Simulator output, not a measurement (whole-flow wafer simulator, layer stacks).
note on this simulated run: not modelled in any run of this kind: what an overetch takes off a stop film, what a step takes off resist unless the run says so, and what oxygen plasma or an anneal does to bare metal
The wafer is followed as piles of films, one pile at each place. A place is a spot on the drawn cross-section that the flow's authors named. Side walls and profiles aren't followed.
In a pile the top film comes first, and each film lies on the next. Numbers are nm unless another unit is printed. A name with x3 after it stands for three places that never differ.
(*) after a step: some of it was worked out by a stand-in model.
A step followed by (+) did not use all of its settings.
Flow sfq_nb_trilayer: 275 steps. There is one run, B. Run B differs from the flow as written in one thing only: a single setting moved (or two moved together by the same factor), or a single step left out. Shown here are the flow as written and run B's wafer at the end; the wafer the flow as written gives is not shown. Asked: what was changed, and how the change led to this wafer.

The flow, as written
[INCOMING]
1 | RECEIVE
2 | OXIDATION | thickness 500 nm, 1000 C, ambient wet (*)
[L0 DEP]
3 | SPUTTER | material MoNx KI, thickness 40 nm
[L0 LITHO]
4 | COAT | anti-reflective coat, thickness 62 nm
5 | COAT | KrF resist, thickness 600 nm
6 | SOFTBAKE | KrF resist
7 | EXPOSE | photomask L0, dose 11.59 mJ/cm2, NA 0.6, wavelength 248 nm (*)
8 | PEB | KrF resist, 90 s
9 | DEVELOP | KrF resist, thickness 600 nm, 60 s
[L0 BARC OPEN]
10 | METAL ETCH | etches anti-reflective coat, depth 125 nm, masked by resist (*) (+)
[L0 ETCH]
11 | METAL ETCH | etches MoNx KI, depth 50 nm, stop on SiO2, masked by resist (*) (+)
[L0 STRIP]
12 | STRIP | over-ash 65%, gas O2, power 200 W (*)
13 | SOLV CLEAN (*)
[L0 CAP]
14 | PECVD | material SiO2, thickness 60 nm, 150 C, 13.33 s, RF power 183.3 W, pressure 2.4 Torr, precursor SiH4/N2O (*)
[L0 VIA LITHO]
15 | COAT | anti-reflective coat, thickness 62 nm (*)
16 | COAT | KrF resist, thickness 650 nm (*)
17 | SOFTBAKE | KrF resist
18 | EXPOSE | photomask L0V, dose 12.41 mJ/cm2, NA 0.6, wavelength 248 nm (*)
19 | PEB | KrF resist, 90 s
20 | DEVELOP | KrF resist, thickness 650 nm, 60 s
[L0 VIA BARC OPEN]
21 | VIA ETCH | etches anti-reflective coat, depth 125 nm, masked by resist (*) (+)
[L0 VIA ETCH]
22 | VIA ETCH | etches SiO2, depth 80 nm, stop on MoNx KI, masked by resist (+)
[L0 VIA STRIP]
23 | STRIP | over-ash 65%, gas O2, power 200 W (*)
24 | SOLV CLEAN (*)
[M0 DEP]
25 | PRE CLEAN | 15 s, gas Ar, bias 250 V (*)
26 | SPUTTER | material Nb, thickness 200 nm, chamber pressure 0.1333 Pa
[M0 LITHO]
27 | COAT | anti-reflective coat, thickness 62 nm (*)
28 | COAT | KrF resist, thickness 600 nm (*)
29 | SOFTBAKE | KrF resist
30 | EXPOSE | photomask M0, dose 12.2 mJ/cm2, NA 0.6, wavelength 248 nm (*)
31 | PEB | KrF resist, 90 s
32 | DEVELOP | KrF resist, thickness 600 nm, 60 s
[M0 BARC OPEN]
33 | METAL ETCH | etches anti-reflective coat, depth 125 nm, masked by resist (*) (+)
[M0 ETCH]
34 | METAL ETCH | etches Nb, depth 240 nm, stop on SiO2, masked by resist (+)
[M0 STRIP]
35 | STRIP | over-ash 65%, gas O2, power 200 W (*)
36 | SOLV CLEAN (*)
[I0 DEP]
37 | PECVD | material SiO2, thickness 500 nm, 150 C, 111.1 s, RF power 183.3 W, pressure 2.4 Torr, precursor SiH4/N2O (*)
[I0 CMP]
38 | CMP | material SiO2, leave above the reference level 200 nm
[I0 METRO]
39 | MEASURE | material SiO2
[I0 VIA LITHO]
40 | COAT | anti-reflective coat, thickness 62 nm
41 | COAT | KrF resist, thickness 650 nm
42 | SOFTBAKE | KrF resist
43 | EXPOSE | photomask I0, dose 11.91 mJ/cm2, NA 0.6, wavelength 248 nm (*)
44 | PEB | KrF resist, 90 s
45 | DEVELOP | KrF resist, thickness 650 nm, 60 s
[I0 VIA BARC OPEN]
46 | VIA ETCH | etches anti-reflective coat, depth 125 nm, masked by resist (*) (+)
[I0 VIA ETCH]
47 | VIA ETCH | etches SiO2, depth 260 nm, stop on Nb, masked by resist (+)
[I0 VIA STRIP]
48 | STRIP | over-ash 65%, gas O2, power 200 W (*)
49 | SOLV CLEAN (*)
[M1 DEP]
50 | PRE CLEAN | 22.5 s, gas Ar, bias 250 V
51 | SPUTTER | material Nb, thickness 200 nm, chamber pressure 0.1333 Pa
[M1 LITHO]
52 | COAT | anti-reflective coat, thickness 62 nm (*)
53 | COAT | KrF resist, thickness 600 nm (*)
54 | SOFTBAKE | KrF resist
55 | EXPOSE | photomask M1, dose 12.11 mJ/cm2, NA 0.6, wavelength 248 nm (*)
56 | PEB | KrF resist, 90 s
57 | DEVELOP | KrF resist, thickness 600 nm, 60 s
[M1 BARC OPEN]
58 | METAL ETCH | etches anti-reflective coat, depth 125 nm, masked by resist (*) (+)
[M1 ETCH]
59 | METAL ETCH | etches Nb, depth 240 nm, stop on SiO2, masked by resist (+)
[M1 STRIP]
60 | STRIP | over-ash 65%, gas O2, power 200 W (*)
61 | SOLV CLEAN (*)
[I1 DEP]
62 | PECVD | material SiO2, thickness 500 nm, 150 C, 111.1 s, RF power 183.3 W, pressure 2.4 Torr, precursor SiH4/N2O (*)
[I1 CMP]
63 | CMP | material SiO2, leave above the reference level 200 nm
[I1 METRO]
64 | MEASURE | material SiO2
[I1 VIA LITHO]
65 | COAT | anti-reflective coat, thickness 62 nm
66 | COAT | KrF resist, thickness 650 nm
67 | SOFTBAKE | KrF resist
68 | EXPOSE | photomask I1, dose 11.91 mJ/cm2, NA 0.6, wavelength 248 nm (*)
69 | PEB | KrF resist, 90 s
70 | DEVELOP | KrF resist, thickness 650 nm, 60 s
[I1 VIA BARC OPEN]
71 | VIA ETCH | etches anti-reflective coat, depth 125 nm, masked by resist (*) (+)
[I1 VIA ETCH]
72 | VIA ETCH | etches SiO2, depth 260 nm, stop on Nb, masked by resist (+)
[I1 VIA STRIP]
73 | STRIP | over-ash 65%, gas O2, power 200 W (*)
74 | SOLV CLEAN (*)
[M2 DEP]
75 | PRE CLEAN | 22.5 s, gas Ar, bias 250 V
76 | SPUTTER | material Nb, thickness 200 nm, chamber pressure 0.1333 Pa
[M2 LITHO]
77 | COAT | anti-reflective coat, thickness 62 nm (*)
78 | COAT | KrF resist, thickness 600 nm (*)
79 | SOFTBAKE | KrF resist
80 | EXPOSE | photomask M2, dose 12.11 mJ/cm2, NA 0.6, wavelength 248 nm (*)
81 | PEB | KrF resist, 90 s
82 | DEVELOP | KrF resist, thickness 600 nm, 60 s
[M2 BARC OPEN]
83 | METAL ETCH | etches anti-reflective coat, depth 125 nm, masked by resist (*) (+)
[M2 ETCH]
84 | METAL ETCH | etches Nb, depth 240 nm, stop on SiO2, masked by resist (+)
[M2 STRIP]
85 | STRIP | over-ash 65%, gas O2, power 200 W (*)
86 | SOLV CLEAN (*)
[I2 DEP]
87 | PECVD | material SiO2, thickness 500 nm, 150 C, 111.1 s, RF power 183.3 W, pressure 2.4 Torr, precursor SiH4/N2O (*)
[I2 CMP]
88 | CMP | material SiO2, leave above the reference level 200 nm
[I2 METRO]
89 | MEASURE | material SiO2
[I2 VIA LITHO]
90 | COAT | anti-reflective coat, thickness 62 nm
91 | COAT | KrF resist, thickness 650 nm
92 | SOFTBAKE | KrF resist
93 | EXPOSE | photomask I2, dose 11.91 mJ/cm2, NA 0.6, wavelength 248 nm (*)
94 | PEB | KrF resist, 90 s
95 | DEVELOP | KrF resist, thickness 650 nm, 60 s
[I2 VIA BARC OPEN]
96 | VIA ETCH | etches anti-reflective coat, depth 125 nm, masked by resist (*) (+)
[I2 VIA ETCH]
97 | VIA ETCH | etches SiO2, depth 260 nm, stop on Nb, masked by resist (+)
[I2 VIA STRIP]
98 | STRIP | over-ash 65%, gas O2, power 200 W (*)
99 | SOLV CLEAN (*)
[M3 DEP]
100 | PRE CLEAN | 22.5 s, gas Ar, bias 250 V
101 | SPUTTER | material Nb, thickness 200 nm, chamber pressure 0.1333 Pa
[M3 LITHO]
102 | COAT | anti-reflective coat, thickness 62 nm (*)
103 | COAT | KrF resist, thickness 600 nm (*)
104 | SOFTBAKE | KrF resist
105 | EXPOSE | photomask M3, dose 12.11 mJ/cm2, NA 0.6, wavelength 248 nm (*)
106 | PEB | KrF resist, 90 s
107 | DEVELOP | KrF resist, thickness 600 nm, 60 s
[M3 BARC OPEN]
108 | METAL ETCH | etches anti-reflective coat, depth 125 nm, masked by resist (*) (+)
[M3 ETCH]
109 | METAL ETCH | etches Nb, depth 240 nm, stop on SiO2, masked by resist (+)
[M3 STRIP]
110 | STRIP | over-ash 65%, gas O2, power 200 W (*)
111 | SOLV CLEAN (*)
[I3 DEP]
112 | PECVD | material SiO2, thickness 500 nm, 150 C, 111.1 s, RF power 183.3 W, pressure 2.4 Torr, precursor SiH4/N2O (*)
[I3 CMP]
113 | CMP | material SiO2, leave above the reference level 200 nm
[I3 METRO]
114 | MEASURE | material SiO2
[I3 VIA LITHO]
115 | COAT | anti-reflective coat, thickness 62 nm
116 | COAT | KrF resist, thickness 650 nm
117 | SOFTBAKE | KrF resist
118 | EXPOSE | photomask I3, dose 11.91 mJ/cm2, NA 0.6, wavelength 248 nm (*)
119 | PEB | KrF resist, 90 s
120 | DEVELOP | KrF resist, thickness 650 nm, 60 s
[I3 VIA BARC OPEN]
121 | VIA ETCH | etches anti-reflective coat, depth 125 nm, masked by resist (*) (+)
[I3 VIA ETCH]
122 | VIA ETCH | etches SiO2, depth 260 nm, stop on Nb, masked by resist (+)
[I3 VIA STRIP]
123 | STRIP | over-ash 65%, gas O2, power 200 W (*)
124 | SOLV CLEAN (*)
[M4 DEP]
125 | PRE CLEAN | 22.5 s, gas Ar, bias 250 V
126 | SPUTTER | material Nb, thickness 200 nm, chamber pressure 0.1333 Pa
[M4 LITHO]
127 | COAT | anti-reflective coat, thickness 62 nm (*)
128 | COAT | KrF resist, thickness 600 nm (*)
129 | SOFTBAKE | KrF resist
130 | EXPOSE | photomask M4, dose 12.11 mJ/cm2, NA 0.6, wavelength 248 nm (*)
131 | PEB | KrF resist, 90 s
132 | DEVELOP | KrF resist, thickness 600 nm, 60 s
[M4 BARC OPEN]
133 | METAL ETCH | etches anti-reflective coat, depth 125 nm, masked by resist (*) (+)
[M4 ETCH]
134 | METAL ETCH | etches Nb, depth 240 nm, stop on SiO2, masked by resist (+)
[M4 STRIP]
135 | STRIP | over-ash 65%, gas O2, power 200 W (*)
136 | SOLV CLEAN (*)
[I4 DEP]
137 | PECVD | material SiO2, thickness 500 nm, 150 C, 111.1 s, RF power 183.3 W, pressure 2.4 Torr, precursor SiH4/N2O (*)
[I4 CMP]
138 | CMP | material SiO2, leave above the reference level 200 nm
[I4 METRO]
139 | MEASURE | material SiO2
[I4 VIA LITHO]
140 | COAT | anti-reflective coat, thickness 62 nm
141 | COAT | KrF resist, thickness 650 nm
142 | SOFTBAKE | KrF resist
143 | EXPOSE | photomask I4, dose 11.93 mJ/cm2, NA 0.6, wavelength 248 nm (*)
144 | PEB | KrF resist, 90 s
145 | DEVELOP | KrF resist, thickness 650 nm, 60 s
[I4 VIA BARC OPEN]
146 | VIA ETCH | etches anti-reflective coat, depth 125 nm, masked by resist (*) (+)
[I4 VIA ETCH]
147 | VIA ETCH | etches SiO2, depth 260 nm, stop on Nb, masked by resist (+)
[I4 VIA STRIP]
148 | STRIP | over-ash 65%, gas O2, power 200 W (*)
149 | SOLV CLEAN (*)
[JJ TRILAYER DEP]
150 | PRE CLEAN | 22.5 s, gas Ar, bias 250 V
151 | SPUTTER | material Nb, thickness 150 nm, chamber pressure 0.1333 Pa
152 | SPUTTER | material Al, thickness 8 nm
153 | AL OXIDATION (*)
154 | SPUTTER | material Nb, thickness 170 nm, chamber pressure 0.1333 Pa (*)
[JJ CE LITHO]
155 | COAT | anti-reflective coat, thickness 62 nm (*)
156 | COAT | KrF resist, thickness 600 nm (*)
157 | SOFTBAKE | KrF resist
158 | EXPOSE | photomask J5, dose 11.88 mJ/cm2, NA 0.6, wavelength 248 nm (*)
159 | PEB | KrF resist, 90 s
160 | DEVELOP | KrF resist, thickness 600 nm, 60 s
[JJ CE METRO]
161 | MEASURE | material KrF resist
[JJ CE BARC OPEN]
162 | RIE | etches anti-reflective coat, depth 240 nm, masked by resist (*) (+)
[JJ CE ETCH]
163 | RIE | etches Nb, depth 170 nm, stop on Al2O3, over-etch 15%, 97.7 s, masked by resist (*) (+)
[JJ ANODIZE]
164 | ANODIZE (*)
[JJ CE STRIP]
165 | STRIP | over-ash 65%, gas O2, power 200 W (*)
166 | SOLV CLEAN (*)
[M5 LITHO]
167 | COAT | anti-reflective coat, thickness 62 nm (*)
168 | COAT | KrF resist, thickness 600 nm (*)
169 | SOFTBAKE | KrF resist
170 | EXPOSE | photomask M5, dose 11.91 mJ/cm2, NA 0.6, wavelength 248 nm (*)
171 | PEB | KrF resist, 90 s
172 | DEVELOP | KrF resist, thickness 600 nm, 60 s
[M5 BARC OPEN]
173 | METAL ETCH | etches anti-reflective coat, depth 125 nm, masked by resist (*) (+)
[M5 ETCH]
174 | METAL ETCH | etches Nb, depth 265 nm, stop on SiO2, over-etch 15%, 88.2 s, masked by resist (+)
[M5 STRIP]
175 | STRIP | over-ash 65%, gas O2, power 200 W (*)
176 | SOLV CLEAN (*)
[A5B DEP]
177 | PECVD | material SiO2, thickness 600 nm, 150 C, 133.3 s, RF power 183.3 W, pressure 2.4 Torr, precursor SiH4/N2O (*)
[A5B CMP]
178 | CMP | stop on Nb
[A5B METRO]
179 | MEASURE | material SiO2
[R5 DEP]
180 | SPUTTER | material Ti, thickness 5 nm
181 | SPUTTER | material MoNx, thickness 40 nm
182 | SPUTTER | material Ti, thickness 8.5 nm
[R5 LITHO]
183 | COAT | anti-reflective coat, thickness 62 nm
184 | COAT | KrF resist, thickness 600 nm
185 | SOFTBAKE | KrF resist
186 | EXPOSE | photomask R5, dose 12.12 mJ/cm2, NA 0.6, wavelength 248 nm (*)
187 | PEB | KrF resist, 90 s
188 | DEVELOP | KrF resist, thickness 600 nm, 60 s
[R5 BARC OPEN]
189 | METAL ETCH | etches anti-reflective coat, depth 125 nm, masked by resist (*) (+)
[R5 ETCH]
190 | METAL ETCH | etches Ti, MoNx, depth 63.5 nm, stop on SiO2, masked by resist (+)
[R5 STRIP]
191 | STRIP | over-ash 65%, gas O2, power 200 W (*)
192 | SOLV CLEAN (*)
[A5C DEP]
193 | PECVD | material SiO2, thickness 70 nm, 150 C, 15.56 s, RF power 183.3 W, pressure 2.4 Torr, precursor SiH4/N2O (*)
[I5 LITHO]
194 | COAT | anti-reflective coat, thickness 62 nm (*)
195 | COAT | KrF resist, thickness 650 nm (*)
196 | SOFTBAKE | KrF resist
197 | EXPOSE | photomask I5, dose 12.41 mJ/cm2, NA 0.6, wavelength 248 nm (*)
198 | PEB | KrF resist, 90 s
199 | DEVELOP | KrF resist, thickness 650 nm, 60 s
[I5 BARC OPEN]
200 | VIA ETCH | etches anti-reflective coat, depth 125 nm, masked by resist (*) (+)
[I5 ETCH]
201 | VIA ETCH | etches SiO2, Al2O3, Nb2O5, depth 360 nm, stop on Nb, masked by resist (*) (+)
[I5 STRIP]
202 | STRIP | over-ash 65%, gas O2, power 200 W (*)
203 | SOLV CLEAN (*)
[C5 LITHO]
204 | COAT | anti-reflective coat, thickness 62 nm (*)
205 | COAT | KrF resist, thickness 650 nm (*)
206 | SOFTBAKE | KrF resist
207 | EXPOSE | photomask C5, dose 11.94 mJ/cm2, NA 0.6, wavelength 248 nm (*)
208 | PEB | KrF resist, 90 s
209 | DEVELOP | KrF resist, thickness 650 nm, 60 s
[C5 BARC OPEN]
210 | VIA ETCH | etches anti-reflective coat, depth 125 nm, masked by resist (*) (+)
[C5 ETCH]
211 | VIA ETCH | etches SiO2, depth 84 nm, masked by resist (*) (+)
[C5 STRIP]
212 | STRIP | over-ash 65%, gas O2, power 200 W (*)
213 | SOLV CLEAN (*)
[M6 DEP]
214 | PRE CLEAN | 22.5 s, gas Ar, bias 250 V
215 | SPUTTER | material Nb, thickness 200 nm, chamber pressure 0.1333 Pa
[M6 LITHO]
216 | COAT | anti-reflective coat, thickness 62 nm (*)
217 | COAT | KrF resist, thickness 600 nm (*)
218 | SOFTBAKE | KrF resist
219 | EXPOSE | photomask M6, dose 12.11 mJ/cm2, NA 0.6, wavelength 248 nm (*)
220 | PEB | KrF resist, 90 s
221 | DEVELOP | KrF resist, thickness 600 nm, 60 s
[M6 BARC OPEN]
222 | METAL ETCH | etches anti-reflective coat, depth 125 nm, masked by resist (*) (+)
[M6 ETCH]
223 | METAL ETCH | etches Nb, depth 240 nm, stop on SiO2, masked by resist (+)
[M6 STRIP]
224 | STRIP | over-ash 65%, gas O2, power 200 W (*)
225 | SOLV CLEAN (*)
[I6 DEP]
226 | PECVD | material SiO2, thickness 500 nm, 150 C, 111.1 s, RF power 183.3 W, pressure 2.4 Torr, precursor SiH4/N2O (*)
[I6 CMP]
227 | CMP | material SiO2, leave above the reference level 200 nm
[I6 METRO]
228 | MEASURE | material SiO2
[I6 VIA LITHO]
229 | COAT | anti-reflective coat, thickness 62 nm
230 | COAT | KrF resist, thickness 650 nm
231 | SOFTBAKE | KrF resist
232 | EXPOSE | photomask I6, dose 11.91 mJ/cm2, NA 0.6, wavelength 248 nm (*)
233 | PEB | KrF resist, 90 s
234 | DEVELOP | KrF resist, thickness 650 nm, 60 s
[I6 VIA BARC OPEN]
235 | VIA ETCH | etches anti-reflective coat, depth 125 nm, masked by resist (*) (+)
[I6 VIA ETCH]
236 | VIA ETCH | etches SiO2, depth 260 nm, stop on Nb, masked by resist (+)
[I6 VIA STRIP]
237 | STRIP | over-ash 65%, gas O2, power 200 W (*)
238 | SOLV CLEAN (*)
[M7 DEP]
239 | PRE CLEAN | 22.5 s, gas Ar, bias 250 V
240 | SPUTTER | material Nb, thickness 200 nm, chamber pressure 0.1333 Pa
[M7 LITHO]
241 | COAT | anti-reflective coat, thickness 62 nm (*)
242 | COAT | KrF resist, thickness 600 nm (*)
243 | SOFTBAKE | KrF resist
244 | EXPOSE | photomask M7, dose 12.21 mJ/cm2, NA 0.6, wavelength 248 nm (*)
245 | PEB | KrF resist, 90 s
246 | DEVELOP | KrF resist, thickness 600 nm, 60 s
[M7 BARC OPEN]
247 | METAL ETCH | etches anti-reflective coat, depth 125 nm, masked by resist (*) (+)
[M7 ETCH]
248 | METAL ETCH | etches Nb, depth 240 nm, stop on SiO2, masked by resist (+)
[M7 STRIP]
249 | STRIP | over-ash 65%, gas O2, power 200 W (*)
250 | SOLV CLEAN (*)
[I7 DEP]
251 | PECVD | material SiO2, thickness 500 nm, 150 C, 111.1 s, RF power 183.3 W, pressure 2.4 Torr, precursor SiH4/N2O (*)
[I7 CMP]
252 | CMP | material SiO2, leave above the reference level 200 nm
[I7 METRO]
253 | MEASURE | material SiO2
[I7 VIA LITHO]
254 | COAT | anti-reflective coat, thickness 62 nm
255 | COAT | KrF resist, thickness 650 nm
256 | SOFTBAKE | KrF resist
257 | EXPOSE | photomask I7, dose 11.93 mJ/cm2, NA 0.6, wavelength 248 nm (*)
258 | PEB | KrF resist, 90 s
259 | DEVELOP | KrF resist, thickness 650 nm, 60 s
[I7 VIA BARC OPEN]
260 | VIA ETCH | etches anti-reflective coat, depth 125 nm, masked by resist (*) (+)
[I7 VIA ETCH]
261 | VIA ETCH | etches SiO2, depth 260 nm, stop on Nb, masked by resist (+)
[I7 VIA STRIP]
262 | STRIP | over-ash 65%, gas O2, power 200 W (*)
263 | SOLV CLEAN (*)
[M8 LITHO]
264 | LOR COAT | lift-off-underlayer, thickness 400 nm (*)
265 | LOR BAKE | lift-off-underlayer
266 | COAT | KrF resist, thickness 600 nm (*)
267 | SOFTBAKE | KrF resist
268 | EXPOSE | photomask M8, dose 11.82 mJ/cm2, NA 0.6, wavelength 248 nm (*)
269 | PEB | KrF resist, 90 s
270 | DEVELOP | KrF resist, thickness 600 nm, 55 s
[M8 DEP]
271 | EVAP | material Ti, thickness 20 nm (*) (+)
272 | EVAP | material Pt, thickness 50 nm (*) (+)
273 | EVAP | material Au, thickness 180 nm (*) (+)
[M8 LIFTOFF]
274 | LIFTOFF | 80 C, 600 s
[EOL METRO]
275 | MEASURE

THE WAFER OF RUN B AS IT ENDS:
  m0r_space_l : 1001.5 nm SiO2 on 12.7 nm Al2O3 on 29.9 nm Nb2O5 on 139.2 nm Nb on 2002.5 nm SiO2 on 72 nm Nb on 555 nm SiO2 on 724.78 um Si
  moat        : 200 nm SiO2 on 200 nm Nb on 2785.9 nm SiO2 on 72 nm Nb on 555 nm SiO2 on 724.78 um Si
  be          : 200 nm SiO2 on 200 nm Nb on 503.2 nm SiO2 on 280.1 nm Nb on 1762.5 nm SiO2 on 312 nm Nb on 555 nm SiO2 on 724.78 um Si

What caused this: step 26, SPUTTER: thickness 312 nm was run, while the flow as written has thickness 200 nm.
The wafer lets one read it off: be has Nb 312, and step 26 as written asks for 200 nm.

Step by step, how the change led to this:
  26 | SPUTTER | material Nb, thickness 200 nm, chamber pressure 0.1333 Pa
      field_l, v_sur, via_wl and 102 more: Nb gains 312 (new film) (as written it would have been: Nb gains 200 (new film))
      l0v: Nb gains 308 (new film) (as written it would have been: Nb gains 195.7 (new film))
  34 | METAL ETCH | etches Nb, depth 240 nm, stop on SiO2, masked by resist (+)
      moat, m0r_space_l, m0r_space_r: Nb loses 240 (as written it would have been: Nb loses 200 (all of it))
  37 | PECVD | material SiO2, thickness 500 nm, 150 C, 111.1 s, RF power 183.3 W, pressure 2.4 Torr, precursor SiH4/N2O (*)
      moat, m0r_space_l, m0r_space_r: SiO2 gains 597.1 (new film) (as written it would have been: SiO2 gains 557.1)
Taking metal films that touch as one body, m0r_space_l has 2 bodies (between them, from the top down: SiO2 2002.5); the flow as written gives 1 body.
Taking metal films that touch as one body, moat has 2 bodies (between them, from the top down: SiO2 2785.9); the flow as written gives 1 body.
